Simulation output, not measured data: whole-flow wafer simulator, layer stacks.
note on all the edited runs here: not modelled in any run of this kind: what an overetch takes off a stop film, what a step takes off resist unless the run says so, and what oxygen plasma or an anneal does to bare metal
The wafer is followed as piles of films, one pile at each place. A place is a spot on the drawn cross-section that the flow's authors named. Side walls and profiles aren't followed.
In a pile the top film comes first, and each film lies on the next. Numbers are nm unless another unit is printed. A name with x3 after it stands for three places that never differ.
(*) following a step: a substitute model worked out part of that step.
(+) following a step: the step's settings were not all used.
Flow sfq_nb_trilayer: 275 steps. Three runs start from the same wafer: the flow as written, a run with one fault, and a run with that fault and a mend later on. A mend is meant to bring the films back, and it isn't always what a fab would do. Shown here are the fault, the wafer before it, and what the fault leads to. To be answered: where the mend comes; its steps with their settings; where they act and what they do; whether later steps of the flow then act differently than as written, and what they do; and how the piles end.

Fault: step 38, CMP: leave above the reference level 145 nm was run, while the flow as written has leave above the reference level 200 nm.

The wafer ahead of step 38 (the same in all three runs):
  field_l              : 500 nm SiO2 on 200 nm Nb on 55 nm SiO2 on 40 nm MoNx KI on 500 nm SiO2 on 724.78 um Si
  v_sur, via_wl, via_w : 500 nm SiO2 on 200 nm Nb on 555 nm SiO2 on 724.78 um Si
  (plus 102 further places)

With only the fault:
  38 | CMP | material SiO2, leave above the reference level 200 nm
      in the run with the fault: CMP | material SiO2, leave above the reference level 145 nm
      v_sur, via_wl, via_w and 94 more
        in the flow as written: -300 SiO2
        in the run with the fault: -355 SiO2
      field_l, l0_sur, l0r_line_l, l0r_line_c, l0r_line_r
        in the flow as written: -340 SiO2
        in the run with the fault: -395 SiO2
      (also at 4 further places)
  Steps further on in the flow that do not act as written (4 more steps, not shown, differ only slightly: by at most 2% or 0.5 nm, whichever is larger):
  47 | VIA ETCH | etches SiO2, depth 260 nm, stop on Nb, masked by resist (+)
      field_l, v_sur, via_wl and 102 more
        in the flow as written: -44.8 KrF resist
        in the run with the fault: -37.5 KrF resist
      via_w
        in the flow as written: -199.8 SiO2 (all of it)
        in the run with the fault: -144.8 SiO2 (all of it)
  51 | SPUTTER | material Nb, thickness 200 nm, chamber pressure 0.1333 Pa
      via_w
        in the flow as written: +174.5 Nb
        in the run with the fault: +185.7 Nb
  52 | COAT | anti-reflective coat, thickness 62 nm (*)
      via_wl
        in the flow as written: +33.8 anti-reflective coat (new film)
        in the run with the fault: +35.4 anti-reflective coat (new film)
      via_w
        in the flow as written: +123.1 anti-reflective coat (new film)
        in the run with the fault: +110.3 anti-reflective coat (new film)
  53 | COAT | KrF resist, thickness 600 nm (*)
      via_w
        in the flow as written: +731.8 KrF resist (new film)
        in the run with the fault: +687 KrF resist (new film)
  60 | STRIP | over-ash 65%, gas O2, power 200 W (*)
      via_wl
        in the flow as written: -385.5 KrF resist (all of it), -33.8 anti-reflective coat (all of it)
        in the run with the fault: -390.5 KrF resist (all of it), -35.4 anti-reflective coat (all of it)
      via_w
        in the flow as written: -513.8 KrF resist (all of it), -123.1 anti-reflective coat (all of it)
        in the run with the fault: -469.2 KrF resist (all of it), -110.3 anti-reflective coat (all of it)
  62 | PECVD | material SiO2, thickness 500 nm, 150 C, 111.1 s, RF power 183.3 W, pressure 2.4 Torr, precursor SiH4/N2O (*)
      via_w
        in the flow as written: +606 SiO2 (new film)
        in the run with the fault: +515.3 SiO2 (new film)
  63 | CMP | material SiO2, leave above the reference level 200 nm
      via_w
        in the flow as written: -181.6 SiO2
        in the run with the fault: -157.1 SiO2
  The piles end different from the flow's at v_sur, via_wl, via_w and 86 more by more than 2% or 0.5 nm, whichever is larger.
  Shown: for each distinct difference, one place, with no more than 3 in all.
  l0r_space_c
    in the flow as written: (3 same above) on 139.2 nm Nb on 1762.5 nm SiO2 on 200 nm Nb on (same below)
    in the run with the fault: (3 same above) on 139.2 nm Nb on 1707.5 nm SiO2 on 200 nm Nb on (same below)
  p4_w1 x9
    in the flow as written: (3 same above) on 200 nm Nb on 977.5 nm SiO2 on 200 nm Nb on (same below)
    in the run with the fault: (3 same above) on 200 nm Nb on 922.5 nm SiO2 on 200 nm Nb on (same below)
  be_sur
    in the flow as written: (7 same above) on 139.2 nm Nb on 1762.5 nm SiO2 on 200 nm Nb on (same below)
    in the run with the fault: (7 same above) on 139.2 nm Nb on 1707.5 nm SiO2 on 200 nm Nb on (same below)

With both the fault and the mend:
  After step 39 comes the mend.
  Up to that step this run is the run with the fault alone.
  39a | PECVD | material SiO2, thickness 55 nm, 150 C, 12.22 s, RF power 183.3 W, pressure 2.4 Torr, precursor SiH4/N2O (the flow's step 37, run once more with other settings)
      field_l, v_sur, via_wl and 103 more
        +55 SiO2
  None of the later steps of the flow acts differently than as written at any place that is followed.
  The piles end the same as the flow's at every place that both follow.
